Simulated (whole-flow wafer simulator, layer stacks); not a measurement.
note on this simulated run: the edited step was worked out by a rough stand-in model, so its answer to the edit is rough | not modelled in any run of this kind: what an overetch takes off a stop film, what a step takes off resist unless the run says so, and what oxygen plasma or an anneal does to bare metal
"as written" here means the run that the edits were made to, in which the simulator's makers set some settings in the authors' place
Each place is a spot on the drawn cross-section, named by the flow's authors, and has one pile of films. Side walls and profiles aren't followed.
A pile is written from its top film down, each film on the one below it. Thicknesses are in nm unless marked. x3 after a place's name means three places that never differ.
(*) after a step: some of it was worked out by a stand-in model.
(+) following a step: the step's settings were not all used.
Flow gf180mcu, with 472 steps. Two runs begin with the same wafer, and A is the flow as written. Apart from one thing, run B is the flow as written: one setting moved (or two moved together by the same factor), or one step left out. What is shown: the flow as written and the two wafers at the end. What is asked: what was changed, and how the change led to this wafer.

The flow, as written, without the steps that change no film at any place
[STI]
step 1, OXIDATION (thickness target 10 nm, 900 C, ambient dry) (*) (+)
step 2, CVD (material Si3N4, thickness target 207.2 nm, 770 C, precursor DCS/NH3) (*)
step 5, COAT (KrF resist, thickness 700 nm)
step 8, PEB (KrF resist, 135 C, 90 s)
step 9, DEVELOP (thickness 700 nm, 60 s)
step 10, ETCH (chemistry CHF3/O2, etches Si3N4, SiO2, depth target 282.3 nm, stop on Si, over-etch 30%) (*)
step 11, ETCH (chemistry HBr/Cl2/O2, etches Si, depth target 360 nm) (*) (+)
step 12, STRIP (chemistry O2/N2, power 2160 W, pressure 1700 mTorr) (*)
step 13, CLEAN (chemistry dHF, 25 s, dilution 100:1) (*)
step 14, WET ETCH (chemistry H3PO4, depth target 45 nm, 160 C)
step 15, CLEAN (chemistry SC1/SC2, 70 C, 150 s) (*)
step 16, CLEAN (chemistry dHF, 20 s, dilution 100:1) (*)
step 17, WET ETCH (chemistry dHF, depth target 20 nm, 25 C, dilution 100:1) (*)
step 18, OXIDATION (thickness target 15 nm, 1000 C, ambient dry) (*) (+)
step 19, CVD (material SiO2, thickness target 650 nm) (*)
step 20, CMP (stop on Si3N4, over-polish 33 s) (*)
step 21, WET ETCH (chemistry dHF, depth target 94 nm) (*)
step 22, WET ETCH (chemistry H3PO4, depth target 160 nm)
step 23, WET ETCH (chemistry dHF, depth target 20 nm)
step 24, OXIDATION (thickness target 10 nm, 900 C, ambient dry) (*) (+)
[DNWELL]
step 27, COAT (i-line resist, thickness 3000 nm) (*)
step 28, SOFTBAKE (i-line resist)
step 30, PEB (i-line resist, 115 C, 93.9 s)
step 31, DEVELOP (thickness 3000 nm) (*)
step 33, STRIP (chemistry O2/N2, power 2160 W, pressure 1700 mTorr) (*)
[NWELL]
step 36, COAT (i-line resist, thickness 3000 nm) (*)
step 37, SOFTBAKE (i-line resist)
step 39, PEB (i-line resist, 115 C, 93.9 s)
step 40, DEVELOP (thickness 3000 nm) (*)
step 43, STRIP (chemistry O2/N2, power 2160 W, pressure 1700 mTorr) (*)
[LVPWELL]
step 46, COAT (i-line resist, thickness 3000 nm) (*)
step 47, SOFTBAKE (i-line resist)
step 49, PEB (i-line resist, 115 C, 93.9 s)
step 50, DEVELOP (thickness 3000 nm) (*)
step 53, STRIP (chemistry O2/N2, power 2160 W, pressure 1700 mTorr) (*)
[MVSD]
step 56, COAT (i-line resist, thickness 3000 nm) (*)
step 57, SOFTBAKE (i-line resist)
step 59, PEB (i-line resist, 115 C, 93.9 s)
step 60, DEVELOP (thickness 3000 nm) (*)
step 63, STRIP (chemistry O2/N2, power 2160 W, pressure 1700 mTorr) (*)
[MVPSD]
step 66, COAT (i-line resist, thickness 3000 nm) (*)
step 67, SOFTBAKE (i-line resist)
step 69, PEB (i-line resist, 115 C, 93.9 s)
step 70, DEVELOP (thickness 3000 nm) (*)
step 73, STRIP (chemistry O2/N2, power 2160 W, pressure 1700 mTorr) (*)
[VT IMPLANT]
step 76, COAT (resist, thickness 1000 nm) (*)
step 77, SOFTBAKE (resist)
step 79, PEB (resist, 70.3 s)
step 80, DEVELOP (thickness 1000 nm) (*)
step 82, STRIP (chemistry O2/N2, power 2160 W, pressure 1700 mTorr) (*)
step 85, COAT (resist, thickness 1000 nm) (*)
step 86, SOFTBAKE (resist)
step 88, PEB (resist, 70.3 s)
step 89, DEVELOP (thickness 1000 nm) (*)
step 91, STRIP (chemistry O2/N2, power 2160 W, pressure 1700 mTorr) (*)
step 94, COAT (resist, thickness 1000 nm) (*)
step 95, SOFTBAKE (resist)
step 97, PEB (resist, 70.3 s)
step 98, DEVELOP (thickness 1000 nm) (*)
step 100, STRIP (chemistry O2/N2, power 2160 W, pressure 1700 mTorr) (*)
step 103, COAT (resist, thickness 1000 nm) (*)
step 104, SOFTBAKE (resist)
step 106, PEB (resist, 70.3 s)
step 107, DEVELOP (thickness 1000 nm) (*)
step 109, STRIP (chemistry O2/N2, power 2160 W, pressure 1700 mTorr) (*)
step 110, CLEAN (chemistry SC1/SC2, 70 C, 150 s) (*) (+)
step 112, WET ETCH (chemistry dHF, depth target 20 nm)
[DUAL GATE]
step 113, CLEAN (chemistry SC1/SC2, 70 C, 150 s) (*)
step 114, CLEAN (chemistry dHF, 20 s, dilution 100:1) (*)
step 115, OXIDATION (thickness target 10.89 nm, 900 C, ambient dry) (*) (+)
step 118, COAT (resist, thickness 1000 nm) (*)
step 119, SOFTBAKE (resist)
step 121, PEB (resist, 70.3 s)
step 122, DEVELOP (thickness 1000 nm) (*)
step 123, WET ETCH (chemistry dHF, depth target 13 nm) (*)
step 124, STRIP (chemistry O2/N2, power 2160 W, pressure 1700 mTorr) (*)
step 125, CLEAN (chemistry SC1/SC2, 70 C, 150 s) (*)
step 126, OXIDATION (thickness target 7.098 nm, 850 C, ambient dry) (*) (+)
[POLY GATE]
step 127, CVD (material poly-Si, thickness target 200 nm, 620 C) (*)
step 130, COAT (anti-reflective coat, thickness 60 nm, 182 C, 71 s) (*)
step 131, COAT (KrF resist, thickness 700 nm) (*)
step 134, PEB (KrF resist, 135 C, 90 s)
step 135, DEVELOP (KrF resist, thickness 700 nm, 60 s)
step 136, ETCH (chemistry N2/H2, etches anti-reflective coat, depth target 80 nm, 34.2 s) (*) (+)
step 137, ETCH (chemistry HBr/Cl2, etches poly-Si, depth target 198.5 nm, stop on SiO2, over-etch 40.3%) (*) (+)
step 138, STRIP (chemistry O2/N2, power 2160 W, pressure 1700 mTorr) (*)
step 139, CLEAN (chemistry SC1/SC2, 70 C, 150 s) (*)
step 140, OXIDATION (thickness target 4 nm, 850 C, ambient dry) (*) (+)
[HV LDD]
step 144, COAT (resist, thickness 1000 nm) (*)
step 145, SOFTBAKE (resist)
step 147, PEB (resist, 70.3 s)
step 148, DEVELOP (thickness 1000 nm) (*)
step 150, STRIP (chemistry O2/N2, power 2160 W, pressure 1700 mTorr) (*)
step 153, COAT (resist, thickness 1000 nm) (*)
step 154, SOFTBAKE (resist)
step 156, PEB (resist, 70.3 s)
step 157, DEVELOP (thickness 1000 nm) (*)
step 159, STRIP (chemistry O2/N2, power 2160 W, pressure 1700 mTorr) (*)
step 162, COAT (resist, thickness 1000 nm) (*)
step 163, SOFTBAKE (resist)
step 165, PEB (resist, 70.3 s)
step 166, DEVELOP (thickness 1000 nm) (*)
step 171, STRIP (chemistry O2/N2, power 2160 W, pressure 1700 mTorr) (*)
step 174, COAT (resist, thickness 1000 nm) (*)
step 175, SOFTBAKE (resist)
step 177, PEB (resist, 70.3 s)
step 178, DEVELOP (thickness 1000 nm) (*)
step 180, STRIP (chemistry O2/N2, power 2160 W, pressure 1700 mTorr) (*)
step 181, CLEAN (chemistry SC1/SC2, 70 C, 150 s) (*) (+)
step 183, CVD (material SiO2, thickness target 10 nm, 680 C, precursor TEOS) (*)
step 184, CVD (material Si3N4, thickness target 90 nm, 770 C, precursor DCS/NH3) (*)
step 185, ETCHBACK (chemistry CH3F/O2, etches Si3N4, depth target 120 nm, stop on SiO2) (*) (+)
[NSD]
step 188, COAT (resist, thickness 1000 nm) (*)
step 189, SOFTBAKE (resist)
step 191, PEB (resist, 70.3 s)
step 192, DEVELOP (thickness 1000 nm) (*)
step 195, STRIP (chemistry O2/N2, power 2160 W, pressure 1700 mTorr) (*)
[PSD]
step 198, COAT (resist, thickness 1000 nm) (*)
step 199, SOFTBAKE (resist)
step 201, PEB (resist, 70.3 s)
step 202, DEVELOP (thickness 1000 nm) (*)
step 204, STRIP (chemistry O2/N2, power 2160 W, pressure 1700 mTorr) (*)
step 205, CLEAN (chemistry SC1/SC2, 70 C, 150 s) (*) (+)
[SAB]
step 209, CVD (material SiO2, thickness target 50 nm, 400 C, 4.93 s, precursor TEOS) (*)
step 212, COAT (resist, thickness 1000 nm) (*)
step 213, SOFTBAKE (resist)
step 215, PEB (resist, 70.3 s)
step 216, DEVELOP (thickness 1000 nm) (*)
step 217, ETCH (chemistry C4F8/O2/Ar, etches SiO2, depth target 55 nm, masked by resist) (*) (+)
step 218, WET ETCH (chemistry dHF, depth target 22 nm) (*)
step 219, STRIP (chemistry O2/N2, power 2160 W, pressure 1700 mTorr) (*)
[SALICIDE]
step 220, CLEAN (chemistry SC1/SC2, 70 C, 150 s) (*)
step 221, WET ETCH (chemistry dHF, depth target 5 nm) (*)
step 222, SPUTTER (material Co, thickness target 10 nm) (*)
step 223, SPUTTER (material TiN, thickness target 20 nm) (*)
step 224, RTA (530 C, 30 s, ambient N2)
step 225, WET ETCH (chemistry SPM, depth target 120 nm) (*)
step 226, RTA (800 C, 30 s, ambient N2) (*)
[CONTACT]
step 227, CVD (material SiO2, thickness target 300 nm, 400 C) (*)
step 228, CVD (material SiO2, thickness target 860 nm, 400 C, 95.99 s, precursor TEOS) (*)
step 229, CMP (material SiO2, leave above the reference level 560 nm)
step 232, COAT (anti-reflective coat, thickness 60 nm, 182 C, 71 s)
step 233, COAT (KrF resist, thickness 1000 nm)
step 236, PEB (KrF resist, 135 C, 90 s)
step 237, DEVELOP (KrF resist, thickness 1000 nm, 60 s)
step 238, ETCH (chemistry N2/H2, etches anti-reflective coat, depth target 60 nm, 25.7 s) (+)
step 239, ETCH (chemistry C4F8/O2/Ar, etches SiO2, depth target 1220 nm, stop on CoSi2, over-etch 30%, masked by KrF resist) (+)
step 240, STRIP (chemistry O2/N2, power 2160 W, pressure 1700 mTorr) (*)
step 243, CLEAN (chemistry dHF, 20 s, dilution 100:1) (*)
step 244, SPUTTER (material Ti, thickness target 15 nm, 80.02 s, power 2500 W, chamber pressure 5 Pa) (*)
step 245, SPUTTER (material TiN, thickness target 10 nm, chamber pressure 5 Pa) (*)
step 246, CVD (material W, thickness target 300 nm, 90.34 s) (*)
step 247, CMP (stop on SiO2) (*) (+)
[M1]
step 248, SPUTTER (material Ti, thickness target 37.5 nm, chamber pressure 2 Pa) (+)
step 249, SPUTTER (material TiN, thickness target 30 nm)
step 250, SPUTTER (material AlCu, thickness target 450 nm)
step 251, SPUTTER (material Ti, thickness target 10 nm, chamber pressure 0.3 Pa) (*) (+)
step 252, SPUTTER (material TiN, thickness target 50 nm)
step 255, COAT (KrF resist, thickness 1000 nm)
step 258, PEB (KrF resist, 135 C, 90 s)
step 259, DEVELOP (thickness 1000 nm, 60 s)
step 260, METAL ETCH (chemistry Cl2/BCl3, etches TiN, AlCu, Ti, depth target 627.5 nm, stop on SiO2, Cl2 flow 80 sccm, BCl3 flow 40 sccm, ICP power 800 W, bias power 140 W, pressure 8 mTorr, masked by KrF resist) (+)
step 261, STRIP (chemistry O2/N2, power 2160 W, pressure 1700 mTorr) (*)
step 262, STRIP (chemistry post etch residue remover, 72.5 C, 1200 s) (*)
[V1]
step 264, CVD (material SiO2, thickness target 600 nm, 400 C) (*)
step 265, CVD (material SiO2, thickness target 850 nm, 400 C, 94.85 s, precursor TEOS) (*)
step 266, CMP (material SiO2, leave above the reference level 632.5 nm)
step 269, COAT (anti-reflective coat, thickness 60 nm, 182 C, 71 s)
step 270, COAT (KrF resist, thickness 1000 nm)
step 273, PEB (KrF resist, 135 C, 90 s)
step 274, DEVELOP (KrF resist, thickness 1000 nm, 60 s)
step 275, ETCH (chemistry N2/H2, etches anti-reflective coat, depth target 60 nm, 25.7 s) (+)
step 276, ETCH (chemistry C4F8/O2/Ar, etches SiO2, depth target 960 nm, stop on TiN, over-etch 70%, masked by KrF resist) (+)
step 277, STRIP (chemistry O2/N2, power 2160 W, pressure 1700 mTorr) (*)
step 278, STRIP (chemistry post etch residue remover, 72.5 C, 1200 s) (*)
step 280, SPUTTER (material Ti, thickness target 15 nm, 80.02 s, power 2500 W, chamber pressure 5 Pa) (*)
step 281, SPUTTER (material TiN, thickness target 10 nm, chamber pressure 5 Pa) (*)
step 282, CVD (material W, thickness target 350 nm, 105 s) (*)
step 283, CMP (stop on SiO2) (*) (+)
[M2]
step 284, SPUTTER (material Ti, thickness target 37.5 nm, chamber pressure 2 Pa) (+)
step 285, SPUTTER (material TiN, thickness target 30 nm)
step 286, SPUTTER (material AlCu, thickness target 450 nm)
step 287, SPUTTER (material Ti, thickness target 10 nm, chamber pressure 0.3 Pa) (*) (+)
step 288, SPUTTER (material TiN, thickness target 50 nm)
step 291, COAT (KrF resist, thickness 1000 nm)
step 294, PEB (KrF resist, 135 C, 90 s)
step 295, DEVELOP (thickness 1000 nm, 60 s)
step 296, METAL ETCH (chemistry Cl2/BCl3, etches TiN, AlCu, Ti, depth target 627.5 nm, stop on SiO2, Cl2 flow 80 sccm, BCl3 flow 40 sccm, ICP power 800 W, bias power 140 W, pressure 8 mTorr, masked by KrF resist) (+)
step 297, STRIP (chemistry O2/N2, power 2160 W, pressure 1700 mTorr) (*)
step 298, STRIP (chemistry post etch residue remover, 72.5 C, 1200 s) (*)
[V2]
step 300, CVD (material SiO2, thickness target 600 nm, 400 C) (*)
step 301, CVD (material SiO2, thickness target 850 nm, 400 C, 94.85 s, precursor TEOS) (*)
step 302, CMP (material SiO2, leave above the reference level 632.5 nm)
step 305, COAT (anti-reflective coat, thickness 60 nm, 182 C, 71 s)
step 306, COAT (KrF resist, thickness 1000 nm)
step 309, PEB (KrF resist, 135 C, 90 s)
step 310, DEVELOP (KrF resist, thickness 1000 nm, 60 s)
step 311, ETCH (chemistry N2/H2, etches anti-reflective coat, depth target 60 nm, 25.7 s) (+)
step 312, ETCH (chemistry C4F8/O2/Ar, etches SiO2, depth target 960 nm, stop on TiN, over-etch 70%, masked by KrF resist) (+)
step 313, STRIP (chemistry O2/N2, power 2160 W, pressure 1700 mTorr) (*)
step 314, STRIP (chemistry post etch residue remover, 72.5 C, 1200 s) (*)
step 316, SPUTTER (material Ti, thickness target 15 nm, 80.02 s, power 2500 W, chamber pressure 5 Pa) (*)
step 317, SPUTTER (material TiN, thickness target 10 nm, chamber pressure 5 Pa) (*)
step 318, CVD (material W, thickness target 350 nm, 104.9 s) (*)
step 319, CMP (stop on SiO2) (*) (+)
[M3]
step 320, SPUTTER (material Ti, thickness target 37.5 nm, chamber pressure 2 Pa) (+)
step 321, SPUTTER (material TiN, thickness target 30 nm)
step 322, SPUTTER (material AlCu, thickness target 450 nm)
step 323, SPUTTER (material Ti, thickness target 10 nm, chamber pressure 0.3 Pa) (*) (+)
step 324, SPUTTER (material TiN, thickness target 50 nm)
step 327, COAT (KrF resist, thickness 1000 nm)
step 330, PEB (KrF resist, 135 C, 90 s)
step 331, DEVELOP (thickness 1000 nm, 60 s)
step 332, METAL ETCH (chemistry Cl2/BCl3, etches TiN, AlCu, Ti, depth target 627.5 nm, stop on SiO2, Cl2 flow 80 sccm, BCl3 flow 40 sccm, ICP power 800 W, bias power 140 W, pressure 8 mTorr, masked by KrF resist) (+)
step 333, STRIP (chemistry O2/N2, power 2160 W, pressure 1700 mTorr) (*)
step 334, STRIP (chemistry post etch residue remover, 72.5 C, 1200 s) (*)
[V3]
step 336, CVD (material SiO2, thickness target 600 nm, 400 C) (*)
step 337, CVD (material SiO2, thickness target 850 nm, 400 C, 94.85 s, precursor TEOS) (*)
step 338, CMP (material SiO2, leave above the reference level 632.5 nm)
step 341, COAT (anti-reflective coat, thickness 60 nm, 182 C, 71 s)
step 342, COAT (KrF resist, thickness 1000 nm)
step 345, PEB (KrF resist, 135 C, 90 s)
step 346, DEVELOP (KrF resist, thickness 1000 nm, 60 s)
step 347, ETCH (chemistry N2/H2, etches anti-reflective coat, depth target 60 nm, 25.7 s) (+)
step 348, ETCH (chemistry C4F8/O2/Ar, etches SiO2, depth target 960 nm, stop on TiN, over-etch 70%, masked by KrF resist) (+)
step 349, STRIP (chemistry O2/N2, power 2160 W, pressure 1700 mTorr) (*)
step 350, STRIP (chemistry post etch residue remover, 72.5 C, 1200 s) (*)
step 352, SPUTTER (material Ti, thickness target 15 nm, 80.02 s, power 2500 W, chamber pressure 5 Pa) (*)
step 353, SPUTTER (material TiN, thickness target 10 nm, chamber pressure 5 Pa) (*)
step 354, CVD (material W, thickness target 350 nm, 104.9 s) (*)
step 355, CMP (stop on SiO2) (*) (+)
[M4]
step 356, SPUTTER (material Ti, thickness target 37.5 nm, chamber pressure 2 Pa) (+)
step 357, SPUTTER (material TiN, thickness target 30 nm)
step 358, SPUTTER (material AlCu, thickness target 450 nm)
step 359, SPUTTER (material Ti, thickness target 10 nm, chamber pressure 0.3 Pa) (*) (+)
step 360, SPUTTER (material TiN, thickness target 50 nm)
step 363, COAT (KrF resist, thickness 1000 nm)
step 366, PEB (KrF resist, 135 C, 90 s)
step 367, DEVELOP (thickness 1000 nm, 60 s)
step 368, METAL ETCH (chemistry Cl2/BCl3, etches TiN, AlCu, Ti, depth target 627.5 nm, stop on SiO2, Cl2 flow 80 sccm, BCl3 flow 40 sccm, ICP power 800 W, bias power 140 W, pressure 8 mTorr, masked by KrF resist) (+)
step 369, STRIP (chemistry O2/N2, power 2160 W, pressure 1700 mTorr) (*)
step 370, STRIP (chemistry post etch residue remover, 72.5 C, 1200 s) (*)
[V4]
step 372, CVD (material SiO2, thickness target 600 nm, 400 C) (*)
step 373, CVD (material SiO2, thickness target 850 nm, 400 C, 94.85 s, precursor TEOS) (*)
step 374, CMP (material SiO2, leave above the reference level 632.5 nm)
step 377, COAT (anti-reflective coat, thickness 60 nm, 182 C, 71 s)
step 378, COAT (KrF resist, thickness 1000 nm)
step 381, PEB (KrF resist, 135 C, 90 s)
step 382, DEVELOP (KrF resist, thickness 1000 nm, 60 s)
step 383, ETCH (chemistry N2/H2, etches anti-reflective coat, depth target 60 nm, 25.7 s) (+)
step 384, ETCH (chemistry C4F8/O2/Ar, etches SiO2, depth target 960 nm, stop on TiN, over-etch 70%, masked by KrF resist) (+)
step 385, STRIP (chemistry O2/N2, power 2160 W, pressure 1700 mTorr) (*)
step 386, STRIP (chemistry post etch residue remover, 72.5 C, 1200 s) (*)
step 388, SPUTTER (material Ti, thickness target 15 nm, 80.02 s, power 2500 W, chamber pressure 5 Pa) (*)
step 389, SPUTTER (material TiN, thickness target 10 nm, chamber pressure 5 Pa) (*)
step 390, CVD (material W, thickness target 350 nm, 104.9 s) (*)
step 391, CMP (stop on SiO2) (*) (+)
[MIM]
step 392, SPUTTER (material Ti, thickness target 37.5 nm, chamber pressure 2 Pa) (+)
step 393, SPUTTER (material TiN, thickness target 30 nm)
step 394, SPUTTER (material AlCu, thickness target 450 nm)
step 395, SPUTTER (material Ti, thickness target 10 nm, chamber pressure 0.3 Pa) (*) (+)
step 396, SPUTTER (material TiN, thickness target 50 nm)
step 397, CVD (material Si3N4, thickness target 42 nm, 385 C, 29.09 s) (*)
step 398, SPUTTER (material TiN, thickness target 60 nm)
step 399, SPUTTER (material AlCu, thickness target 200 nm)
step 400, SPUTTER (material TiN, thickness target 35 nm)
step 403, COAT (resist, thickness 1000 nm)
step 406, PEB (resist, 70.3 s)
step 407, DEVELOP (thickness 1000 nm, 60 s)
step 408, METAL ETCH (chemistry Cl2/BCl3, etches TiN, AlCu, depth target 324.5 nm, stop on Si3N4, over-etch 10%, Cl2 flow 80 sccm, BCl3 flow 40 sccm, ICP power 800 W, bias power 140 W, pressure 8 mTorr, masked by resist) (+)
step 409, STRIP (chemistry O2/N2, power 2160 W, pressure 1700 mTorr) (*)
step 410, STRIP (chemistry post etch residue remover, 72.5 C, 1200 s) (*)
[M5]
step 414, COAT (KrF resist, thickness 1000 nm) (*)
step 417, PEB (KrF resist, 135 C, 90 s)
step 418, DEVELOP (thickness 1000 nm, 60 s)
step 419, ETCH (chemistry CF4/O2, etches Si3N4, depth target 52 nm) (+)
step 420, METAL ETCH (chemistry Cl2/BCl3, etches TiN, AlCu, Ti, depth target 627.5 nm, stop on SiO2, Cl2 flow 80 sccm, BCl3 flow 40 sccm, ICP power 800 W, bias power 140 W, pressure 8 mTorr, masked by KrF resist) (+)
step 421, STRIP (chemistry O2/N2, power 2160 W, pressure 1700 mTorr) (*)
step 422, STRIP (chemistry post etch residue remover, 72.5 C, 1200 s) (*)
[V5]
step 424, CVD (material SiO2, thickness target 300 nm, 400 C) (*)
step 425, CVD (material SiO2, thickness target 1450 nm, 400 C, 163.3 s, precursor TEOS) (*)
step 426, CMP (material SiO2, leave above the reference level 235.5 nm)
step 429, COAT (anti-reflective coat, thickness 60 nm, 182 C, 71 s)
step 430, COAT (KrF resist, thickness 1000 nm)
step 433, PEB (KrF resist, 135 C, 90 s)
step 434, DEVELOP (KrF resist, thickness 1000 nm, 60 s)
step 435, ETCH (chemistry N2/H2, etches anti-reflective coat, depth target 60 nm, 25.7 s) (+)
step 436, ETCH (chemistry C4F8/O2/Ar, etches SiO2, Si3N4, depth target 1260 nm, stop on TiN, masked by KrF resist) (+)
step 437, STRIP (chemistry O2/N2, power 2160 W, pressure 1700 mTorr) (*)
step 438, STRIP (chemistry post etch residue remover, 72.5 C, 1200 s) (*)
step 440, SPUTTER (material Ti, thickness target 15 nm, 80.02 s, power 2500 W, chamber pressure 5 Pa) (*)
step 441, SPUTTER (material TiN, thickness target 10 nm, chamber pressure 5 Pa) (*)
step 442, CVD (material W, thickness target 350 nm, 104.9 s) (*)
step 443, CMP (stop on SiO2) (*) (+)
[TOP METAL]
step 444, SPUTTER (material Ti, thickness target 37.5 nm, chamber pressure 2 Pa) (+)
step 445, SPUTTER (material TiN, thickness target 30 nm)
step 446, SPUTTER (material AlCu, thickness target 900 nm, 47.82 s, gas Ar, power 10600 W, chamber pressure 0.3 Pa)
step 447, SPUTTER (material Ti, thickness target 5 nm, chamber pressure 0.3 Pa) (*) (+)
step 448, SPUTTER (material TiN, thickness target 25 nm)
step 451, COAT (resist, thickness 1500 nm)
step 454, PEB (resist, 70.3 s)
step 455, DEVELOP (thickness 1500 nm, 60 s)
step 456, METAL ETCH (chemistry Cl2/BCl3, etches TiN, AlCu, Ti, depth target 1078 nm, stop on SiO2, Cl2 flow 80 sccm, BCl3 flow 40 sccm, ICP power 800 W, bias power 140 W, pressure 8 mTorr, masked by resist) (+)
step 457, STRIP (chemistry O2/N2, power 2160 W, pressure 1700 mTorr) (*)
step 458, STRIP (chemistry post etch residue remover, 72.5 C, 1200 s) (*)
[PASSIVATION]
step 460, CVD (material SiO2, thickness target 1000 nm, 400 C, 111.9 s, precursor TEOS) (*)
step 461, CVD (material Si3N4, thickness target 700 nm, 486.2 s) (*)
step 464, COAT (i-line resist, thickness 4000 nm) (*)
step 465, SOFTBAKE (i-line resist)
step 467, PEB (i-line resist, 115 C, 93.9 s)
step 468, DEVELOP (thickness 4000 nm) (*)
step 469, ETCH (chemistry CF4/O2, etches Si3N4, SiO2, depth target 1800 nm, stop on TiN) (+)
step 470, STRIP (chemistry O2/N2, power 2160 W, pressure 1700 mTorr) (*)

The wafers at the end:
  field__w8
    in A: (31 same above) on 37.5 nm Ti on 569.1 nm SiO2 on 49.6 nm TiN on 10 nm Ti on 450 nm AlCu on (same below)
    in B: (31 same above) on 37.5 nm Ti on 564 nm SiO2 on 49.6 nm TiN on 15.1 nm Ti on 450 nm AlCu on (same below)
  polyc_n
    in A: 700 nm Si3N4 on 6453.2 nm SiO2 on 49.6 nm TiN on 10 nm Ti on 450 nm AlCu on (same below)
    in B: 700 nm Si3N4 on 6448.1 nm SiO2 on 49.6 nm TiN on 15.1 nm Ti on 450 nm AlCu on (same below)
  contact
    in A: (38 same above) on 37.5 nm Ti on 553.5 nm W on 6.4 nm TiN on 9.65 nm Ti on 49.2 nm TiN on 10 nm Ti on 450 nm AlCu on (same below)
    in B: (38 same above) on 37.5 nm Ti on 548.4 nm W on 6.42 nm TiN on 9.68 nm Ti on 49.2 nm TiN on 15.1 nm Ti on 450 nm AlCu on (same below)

What caused this: step 251, SPUTTER: thickness target 15.1 nm was run, whereas the flow has thickness target 10 nm.
One can read it off the wafer: field__w8 has Ti 15.1, and step 251 as written asks for 10 nm.

The path from the change to this, step by step:
  step 251, SPUTTER (material Ti, thickness target 10 nm, chamber pressure 0.3 Pa) (*) (+)
      field, field__w1, field__w2 and 108 more: A Ti gains 10 (new film) | B Ti gains 15.1 (new film)
  step 260, METAL ETCH (chemistry Cl2/BCl3, etches TiN, AlCu, Ti, depth target 627.5 nm, stop on SiO2, Cl2 flow 80 sccm, BCl3 flow 40 sccm, ICP power 800 W, bias power 140 W, pressure 8 mTorr, masked by KrF resist) (+)
      field, field__w1, field__w2 and 99 more: A TiN loses 50 (all of it), Ti loses 10 (all of it), AlCu loses 450 (all of it), TiN loses 30 (all of it), Ti loses 37.5 (all of it) | B TiN loses 50 (all of it), Ti loses 15.1 (all of it), AlCu loses 450 (all of it), TiN loses 30 (all of it), Ti loses 37.5 (all of it)
